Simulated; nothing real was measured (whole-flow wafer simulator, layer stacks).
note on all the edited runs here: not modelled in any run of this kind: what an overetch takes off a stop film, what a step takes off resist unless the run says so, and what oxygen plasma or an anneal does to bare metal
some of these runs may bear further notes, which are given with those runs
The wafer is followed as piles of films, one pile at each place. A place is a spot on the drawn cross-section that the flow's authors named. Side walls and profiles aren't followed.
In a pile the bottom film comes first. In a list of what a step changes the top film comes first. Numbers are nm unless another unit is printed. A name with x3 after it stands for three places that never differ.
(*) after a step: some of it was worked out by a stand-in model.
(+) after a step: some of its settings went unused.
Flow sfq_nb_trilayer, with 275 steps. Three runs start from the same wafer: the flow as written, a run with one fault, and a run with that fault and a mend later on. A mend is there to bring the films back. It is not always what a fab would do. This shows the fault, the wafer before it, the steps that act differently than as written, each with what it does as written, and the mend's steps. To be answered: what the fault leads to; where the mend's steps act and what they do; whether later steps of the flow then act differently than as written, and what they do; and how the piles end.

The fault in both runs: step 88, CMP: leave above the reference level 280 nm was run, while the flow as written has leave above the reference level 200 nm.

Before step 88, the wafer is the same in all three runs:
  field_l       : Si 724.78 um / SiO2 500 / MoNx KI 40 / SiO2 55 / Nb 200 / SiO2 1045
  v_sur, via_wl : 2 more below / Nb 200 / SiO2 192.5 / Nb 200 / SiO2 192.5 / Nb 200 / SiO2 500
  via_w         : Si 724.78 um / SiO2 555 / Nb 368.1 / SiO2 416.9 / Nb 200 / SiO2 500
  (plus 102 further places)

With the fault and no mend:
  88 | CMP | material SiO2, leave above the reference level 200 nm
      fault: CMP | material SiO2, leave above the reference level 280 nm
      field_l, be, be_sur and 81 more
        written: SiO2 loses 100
        fault: SiO2 loses 20
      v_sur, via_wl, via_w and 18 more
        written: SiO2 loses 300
        fault: SiO2 loses 220
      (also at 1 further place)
  Later steps of the flow acting differently than as written (4 more steps, not shown, differ only slightly: by at most 2% or 0.5 nm, whichever is larger):
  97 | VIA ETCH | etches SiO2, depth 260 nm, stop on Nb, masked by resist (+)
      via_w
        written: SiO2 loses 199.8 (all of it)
        fault: SiO2 loses 260
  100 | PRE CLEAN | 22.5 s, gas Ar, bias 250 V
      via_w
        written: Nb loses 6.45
        fault: SiO2 loses 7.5
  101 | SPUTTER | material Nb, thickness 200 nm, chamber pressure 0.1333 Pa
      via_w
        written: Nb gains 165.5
        fault: Nb gains 152.6 (new film)
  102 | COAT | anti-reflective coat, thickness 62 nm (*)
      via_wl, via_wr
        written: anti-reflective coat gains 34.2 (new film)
        fault: anti-reflective coat gains 23 (new film)
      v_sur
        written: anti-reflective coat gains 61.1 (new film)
        fault: anti-reflective coat gains 55.7 (new film)
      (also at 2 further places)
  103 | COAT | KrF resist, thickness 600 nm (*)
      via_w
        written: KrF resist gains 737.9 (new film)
        fault: KrF resist gains 794 (new film)
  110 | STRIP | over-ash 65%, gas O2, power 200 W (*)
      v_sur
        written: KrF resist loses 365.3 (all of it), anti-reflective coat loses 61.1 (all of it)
        fault: KrF resist loses 362.3 (all of it), anti-reflective coat loses 55.7 (all of it)
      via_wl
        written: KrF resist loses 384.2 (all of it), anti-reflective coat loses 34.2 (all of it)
        fault: KrF resist loses 383.9 (all of it), anti-reflective coat loses 23 (all of it)
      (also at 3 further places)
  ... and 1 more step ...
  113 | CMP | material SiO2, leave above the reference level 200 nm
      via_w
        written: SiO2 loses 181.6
        fault: SiO2 loses 157.1
  By the end, the piles at field_l, v_sur, via_wl and 103 more depart from the flow's by more than 2% or 0.5 nm, whichever is larger.
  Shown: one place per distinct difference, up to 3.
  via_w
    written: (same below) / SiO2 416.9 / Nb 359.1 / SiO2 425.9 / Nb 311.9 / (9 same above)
    fault: (same below) / SiO2 416.9 / Nb 200 / SiO2 12.3 / Nb 152.6 / SiO2 500.1 / Nb 311.9 / (9 same above)
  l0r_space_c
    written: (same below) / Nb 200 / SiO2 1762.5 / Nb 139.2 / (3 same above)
    fault: (same below) / Nb 200 / SiO2 1842.5 / Nb 139.2 / (3 same above)
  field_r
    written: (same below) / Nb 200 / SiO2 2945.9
    fault: (same below) / Nb 200 / SiO2 3025.9

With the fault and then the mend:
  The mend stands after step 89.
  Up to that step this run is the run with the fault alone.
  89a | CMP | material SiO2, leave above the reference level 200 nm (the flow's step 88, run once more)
      field_l, v_sur, via_wl and 103 more
        SiO2 loses 80
  Later steps of the flow that are run all act as written at every place that is followed.
  The piles end the same as the flow's at every place that both follow.
